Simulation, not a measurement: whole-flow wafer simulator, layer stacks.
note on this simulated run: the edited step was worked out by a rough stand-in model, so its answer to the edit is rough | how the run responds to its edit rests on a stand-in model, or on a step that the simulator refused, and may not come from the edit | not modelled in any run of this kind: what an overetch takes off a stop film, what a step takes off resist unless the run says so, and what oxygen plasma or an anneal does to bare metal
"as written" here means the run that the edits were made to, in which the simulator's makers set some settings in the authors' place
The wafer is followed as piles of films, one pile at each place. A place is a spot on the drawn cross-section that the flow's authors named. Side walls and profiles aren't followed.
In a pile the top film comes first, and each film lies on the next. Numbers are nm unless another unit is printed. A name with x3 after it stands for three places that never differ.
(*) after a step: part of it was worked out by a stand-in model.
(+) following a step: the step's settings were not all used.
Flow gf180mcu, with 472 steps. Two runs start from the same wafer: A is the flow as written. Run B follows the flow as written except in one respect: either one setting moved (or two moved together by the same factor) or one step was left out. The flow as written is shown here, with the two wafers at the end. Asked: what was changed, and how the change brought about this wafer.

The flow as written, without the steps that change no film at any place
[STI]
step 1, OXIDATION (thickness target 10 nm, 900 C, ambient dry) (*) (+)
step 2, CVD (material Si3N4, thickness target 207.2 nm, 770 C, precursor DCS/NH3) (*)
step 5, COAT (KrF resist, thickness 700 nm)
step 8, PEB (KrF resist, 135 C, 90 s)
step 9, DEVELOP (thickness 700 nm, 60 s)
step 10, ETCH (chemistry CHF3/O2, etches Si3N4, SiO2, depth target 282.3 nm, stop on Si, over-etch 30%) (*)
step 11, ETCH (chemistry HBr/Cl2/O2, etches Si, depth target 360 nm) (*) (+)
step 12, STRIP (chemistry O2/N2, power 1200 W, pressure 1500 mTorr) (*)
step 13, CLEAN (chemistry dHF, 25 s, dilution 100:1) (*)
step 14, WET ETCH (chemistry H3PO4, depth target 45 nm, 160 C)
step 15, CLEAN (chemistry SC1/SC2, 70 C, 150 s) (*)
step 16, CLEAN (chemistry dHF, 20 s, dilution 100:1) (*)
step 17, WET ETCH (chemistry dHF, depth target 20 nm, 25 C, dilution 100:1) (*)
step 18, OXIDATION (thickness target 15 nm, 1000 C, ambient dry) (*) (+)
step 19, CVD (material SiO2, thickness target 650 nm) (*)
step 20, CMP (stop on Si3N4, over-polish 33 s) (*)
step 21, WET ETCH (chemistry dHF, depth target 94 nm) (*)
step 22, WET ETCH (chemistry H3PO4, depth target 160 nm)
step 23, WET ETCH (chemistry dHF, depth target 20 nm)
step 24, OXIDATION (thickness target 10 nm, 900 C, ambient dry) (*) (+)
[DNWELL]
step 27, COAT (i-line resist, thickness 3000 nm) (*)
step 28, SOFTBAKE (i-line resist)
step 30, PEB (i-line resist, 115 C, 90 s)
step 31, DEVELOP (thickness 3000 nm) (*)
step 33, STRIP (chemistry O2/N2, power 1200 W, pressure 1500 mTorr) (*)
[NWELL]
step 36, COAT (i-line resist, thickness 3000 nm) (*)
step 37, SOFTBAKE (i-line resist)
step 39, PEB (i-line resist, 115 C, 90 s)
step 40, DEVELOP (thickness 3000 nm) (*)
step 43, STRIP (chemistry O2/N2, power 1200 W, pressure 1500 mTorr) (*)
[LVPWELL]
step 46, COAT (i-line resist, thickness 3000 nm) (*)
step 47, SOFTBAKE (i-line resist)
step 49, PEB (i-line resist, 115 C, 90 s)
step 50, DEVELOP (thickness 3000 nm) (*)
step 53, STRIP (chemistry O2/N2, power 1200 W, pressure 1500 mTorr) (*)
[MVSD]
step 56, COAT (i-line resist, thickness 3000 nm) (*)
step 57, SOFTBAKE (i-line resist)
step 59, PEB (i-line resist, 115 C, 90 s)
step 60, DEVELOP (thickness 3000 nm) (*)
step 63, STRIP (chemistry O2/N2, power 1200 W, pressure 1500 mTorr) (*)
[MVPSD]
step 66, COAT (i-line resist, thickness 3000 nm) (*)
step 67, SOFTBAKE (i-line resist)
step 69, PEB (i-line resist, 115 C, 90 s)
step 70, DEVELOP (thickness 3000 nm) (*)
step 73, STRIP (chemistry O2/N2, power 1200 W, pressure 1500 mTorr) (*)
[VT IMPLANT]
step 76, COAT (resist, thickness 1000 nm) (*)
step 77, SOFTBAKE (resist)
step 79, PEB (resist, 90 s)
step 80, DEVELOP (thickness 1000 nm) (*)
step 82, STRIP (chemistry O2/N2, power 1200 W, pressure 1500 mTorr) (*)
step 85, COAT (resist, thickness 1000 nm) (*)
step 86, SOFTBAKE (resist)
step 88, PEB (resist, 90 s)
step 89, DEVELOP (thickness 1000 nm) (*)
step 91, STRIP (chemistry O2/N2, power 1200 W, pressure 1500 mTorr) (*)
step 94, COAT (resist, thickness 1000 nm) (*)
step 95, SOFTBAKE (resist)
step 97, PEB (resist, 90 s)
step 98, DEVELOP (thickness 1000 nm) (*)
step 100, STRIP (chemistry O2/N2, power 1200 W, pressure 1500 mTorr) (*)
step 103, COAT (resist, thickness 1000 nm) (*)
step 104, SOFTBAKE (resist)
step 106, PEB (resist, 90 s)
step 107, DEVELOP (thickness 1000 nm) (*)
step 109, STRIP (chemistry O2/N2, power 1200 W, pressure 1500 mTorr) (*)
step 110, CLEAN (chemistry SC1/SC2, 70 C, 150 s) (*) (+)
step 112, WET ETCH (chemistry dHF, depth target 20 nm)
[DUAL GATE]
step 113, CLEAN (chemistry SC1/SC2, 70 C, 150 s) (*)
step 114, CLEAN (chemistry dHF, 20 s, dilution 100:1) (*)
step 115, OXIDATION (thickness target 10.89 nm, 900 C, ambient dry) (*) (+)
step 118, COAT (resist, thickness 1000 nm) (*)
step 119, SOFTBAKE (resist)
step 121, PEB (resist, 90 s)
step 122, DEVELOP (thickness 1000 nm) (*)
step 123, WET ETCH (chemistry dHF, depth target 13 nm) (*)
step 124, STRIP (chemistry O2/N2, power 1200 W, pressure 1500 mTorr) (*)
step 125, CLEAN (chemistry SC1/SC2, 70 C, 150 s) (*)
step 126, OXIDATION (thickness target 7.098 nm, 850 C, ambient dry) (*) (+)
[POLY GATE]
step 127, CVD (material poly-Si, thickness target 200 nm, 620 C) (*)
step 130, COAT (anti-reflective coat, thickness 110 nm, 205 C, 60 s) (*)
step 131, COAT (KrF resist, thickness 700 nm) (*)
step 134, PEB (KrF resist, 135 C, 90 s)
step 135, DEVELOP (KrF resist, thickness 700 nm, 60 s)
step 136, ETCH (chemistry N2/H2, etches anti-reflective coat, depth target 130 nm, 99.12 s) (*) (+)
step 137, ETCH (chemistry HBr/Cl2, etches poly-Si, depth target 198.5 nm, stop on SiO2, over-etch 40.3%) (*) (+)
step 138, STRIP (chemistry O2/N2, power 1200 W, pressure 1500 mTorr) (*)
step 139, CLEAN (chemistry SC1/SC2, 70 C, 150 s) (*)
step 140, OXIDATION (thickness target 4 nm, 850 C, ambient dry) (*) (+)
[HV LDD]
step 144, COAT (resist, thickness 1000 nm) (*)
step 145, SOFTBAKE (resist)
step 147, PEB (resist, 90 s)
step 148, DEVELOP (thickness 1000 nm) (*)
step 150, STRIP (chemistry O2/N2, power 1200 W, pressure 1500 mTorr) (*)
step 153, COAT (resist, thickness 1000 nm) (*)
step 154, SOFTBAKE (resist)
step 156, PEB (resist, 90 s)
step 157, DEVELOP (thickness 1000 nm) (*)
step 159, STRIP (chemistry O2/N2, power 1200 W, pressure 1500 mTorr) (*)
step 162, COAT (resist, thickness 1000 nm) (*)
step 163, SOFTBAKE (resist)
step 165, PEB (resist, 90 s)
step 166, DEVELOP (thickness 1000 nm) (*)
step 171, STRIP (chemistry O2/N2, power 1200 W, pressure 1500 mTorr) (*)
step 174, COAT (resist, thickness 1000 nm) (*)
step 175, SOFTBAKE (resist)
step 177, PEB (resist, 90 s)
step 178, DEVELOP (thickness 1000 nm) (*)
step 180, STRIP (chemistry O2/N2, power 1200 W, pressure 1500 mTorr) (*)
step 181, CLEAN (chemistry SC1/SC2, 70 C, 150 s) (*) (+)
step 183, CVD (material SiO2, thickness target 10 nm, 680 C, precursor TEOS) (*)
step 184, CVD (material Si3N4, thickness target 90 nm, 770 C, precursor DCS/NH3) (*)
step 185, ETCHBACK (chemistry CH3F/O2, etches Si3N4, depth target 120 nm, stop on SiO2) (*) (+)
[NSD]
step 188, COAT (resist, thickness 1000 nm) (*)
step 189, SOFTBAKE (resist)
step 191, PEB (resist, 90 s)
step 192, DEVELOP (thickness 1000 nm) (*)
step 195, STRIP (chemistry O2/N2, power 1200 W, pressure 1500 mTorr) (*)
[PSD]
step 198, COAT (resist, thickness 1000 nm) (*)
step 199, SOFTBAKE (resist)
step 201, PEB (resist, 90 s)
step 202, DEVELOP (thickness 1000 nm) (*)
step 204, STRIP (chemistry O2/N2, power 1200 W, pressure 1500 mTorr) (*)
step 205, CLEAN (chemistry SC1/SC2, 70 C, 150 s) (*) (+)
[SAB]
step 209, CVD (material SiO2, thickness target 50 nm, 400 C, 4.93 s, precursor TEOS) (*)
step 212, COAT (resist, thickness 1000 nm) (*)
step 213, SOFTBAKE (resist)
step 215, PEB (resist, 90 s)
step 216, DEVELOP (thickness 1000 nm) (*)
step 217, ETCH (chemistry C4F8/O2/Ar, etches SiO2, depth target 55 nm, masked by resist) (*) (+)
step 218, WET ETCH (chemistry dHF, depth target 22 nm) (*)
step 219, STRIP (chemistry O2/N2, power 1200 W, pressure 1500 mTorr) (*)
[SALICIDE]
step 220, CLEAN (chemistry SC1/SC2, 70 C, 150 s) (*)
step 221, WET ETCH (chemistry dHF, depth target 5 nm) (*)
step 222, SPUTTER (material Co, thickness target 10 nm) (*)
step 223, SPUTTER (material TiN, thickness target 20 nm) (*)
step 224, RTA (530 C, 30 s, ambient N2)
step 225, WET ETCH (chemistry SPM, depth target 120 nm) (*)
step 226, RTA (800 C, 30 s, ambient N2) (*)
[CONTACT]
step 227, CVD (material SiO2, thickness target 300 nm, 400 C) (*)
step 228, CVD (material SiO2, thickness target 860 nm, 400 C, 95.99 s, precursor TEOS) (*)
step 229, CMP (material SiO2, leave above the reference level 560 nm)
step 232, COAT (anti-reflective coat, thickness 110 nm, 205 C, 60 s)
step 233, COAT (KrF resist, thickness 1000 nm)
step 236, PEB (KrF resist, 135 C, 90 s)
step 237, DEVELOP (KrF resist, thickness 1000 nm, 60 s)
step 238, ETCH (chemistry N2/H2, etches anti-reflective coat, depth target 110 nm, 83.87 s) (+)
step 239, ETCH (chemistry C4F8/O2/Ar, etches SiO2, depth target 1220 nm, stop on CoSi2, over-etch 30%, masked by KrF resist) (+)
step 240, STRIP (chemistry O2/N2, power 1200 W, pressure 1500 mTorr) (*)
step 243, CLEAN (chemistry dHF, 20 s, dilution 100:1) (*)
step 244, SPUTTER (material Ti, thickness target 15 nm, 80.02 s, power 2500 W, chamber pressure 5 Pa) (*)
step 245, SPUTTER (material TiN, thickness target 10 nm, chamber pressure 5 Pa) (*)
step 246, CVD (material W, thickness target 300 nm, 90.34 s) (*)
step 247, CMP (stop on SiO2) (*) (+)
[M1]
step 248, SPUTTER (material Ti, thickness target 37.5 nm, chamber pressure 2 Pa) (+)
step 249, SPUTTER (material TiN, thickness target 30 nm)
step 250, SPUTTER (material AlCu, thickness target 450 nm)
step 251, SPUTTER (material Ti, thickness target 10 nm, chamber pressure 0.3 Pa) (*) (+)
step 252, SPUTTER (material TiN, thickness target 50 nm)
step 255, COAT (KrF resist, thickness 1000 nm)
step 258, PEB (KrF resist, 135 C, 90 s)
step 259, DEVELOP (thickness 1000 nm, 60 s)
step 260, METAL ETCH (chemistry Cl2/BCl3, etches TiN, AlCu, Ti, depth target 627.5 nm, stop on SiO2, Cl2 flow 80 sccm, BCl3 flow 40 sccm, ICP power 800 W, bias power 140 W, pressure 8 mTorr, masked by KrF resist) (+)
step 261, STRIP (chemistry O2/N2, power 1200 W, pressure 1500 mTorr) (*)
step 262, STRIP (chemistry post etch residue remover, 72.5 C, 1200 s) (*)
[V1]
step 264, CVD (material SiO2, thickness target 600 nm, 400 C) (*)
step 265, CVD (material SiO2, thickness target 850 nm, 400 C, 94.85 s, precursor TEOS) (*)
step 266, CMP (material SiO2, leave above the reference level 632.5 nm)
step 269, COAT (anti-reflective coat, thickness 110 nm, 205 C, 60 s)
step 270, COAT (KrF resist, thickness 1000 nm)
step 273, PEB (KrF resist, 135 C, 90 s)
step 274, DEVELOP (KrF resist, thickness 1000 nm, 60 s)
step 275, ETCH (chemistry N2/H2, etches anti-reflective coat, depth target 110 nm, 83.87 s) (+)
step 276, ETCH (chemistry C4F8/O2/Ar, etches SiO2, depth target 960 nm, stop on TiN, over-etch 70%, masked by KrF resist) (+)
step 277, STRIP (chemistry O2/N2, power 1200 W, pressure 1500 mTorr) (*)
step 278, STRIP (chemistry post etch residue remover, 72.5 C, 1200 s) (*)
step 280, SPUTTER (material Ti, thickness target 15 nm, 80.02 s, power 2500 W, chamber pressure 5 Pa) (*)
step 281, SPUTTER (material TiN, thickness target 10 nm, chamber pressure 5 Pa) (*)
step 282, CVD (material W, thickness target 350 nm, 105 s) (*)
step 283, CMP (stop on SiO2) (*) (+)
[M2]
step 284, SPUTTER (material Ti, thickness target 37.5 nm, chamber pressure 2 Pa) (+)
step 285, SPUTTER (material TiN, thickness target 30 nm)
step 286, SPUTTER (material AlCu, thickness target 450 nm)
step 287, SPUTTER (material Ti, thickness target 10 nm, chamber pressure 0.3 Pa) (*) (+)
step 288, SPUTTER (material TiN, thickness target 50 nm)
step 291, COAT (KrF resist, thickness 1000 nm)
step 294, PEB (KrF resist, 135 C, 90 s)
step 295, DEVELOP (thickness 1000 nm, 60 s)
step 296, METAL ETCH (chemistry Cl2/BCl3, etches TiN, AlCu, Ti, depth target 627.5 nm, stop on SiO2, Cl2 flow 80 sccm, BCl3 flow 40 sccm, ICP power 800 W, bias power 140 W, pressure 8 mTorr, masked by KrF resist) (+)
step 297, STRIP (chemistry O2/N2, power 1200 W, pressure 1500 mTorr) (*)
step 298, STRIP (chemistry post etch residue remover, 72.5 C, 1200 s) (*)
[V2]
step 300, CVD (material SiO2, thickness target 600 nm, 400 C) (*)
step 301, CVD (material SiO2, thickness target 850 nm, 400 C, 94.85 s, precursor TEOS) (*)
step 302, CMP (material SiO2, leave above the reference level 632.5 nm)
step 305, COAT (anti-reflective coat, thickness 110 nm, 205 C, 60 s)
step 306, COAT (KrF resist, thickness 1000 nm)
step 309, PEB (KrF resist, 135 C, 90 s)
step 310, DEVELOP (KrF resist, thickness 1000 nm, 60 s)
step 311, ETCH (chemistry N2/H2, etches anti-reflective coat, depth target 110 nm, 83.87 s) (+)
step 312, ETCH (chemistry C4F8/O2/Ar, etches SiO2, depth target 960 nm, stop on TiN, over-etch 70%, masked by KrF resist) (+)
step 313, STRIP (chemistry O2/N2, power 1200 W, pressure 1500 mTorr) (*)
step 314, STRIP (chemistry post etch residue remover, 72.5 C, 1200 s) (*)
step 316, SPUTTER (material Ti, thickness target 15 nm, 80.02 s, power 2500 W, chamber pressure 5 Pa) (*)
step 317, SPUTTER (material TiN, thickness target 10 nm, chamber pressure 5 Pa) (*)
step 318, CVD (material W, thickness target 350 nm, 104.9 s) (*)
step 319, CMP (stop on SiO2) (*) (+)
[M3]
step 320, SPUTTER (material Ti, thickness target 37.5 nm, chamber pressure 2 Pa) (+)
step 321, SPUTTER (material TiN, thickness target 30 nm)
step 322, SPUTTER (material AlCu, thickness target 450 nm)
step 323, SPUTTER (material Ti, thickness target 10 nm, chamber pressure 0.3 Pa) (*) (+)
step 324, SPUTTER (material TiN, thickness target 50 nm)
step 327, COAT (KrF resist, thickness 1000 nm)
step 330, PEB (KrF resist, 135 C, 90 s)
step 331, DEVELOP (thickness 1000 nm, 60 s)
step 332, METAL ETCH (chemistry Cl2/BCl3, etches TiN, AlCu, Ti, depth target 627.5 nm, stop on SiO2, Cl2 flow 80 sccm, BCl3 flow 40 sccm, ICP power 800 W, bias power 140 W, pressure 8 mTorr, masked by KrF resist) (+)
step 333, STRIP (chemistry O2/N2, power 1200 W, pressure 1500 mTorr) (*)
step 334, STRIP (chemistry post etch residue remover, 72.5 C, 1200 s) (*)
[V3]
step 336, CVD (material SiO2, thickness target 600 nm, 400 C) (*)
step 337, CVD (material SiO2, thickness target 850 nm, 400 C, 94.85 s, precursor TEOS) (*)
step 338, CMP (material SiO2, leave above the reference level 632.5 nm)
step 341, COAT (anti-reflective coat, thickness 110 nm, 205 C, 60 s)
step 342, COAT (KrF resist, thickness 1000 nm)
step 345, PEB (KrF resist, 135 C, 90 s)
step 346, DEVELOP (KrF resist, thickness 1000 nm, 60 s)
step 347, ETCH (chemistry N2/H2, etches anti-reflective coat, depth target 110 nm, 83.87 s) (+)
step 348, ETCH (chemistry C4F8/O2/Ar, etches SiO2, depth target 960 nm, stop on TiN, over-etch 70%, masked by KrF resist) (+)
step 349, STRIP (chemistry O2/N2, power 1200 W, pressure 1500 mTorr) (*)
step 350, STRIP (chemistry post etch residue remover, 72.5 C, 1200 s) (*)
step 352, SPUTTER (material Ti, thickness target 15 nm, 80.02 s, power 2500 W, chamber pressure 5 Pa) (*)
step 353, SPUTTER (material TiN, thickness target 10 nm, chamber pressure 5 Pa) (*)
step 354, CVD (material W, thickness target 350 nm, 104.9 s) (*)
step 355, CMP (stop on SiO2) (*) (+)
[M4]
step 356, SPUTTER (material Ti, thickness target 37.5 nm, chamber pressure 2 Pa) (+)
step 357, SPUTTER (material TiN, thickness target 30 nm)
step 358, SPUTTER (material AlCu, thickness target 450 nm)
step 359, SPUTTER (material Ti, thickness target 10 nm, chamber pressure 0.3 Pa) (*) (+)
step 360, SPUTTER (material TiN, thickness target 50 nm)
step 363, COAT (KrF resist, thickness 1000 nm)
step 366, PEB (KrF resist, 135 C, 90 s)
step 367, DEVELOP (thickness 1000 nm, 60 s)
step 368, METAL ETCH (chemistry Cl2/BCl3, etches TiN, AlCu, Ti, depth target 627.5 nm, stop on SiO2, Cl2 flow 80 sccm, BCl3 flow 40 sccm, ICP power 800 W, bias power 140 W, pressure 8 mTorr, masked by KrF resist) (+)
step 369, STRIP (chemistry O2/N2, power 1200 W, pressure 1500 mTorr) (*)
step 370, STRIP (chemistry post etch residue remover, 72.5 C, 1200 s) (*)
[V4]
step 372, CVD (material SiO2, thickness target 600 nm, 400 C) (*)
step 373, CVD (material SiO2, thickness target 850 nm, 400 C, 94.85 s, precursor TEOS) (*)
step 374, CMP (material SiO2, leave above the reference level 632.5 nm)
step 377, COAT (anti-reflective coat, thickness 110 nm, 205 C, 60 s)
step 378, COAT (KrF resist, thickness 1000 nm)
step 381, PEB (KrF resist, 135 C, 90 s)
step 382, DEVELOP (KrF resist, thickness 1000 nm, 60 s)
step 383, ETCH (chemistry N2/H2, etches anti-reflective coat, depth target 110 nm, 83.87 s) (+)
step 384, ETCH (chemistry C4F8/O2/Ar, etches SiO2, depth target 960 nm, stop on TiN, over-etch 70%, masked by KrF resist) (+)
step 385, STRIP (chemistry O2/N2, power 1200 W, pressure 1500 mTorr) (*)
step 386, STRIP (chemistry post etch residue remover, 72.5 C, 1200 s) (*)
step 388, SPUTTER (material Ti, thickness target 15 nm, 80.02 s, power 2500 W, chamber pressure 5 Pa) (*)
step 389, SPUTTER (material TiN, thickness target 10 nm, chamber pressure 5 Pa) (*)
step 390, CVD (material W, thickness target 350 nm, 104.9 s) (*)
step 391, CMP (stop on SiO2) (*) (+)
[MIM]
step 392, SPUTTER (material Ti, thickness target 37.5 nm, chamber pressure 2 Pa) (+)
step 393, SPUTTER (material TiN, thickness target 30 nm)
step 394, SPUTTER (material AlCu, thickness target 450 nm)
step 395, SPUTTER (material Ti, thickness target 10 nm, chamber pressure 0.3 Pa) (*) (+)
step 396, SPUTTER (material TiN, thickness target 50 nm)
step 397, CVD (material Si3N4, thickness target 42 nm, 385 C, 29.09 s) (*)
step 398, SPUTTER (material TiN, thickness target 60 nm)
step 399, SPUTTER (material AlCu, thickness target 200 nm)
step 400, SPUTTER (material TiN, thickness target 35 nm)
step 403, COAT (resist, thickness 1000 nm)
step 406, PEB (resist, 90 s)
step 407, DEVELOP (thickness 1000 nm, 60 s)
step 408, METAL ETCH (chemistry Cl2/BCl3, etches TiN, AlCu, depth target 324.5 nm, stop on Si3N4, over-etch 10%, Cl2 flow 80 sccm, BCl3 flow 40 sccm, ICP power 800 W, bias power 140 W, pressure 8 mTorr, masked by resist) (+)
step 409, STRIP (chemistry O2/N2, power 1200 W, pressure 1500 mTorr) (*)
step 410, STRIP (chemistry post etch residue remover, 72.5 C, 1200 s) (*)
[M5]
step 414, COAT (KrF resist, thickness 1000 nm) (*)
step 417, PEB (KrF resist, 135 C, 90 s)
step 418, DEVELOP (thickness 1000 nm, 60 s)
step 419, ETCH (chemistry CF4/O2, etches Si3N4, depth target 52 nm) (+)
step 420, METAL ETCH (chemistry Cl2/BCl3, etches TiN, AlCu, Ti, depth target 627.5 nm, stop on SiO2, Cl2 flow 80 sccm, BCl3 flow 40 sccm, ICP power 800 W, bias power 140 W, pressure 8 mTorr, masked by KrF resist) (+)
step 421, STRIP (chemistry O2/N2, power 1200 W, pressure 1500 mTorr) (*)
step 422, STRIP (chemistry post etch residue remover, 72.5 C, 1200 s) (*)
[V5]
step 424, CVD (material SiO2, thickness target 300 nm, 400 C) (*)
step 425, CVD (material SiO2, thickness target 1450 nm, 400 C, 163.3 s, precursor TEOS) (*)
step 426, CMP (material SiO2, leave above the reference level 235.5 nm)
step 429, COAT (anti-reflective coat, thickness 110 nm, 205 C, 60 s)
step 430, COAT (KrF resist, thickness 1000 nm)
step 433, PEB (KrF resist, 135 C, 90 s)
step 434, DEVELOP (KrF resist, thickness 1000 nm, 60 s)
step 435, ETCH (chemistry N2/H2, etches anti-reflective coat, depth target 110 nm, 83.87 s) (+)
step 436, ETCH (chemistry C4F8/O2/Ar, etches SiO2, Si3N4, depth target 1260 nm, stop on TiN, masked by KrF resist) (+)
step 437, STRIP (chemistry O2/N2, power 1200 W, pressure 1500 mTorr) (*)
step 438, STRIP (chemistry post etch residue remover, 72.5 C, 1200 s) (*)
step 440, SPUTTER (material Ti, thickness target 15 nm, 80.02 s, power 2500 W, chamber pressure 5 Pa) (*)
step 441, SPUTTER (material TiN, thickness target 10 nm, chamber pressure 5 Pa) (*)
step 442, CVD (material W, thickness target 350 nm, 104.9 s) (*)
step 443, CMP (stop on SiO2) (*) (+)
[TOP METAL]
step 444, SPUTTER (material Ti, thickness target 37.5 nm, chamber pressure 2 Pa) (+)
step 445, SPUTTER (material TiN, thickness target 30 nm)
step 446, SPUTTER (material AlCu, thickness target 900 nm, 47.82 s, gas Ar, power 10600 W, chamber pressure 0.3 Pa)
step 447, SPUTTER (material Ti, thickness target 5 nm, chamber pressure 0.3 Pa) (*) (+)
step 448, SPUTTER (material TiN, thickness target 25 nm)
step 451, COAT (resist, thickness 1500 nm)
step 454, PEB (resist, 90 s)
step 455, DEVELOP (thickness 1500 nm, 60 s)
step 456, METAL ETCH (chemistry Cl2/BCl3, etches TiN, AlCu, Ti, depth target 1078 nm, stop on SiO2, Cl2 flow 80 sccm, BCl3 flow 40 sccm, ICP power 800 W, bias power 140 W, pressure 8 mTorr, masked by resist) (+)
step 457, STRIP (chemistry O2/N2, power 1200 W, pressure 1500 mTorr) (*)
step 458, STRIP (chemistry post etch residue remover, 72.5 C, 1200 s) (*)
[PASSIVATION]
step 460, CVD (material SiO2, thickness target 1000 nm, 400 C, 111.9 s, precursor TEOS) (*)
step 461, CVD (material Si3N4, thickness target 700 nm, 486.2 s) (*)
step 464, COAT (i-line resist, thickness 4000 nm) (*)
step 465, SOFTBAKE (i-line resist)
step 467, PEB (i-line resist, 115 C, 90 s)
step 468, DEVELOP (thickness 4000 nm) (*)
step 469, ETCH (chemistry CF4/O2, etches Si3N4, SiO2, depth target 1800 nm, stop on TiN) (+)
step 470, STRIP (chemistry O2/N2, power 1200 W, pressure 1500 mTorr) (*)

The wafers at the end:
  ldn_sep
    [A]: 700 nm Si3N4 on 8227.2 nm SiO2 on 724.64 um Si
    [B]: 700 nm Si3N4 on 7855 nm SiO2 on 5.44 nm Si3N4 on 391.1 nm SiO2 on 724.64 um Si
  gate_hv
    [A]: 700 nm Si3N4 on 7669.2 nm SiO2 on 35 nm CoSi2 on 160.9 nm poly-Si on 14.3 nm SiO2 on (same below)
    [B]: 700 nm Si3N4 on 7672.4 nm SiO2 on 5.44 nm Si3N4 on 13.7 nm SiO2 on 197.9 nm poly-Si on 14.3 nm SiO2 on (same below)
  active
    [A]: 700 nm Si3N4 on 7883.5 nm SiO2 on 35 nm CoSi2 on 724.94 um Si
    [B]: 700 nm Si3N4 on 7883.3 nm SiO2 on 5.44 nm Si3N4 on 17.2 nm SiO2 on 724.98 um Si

The reason: step 185, ETCHBACK: depth target 80.4 nm was run, whereas the flow has depth target 120 nm.

Step by step, how the change led to this:
  step 185, ETCHBACK (chemistry CH3F/O2, etches Si3N4, depth target 120 nm, stop on SiO2) (*) (+)
      field, field__w1, field__w2 and 100 more: A -90 Si3N4 (all of it), -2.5 SiO2 | B -80.4 Si3N4
  step 189, SOFTBAKE (resist)
      field__w9: A +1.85 resist | B -1.08 resist
      nw_enc_fld_lv: A +0.58 resist | B +1.62 resist
  step 199, SOFTBAKE (resist)
      field__w9: A +1.85 resist | B -1.08 resist
      nw_enc_fld_lv: A +0.58 resist | B +1.62 resist
  step 205, CLEAN (chemistry SC1/SC2, 70 C, 150 s) (*) (+)
      field, field__w1, field__w2 and 105 more: A -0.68 SiO2 | B -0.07 Si3N4
  step 209, CVD (material SiO2, thickness target 50 nm, 400 C, 4.93 s, precursor TEOS) (*)
      field, field__w7, field__w8 and 73 more: A +50 SiO2 | B +50 SiO2 (new film)
      field_sub__w1, field_sub__w3, field_sub__w4, field_sub__w5, ld_drift_n: A +48.9 SiO2 | B +48.8 SiO2 (new film)
      (also at 27 further places)
  step 217, ETCH (chemistry C4F8/O2/Ar, etches SiO2, depth target 55 nm, masked by resist) (*) (+)
      field, field__w7, field__w8 and 70 more: A -55 SiO2 | B -50 SiO2 (all of it), -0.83 Si3N4
      field_sub__w1, field_sub__w3, field_sub__w4, field_sub__w5, ld_drift_n: A -55 SiO2 | B -48.8 SiO2 (all of it), -1.03 Si3N4
      (also at 21 further places)
  step 218, WET ETCH (chemistry dHF, depth target 22 nm) (*)
      gate, gate_hv, gate_p and 23 more: A -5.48 SiO2 (all of it) | B -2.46 Si3N4
      field, field__w10, sti and 14 more: A -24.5 SiO2 | B -2.46 Si3N4
      (also at 56 further places)
  step 219, STRIP (chemistry O2/N2, power 1200 W, pressure 1500 mTorr) (*)
      gate, gate_hv, gate_p and 23 more: A +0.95 chemical SiO2 (new film), -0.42 poly-Si | B nothing
      active, p_well, sd_n and 20 more: A +0.95 chemical SiO2 (new film), -0.42 Si | B nothing
  step 220, CLEAN (chemistry SC1/SC2, 70 C, 150 s) (*)
      field, field__w1, field__w2 and 47 more: A -0.68 SiO2 | B -0.07 Si3N4
  step 221, WET ETCH (chemistry dHF, depth target 5 nm) (*)
      active, p_well, gate and 46 more: A -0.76 chemical SiO2 (all of it) | B -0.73 Si3N4
      field, field__w1, field__w2 and 23 more: A -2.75 SiO2 | B -0.73 Si3N4
      (also at 24 further places)
  step 224, RTA (530 C, 30 s, ambient N2)
      gate, gate_hv, gate_p and 22 more: A under 1 film: +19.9 CoSi (new film), -10 Co (all of it), -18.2 poly-Si | B nothing
      active, p_well, sd_n and 11 more: A under 1 film: +19.9 CoSi (new film), -10 Co (all of it), -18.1 Si | B nothing
      (also at 10 further places)
  step 225, WET ETCH (chemistry SPM, depth target 120 nm) (*)
      active, p_well, gate and 36 more: A -20 TiN (all of it) | B -20 TiN (all of it), -10 Co (all of it)
      sd_p: A -17.9 TiN (all of it) | B -18.3 TiN (all of it), -9.24 Co (all of it)
      (also at 9 further places)
  step 226, RTA (800 C, 30 s, ambient N2) (*)
      gate, gate_hv, gate_p and 22 more: A +35 CoSi2 (new film), -19.9 CoSi (all of it), -18.2 poly-Si | B nothing
      active, p_well, sd_n and 11 more: A +35 CoSi2 (new film), -19.9 CoSi (all of it), -18.1 Si | B nothing
      (also at 10 further places)
  step 227, CVD (material SiO2, thickness target 300 nm, 400 C) (*)
      field, field__w1, field__w2 and 47 more: A +300 SiO2 | B +300 SiO2 (new film)
  step 228, CVD (material SiO2, thickness target 860 nm, 400 C, 95.99 s, precursor TEOS) (*)
      ld_drift_p: A +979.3 SiO2 | B +958.4 SiO2
  step 229, CMP (material SiO2, leave above the reference level 560 nm)
      ldn_sep__w1, ldn_sep__w2, ldn_dft and 8 more: A -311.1 SiO2 | B -328.4 SiO2
      sti, mim_1p0, pad, dice_street, iso_nw_fld, iso_fld_sub: A -297 SiO2 | B -314.1 SiO2
      (also at 57 further places)
  ... 4 other steps ...
  step 471, ANNEAL (400 C, 1800 s, ambient N2/H2)
      polyc_n, polyc_p: A nothing | B under 9 films: +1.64 void (new film), -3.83 Ti, +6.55 TiSi first (new film), -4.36 poly-Si
      contact: A nothing | B under 49 films: +1.62 void (new film), -3.83 Ti, +6.55 TiSi first (new film), -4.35 Si
With metal films that touch counted as one body, gate_hv has 0 bodies; the flow as written gives 1 body.
With metal films that touch counted as one body, active has 0 bodies; the flow as written gives 1 body.
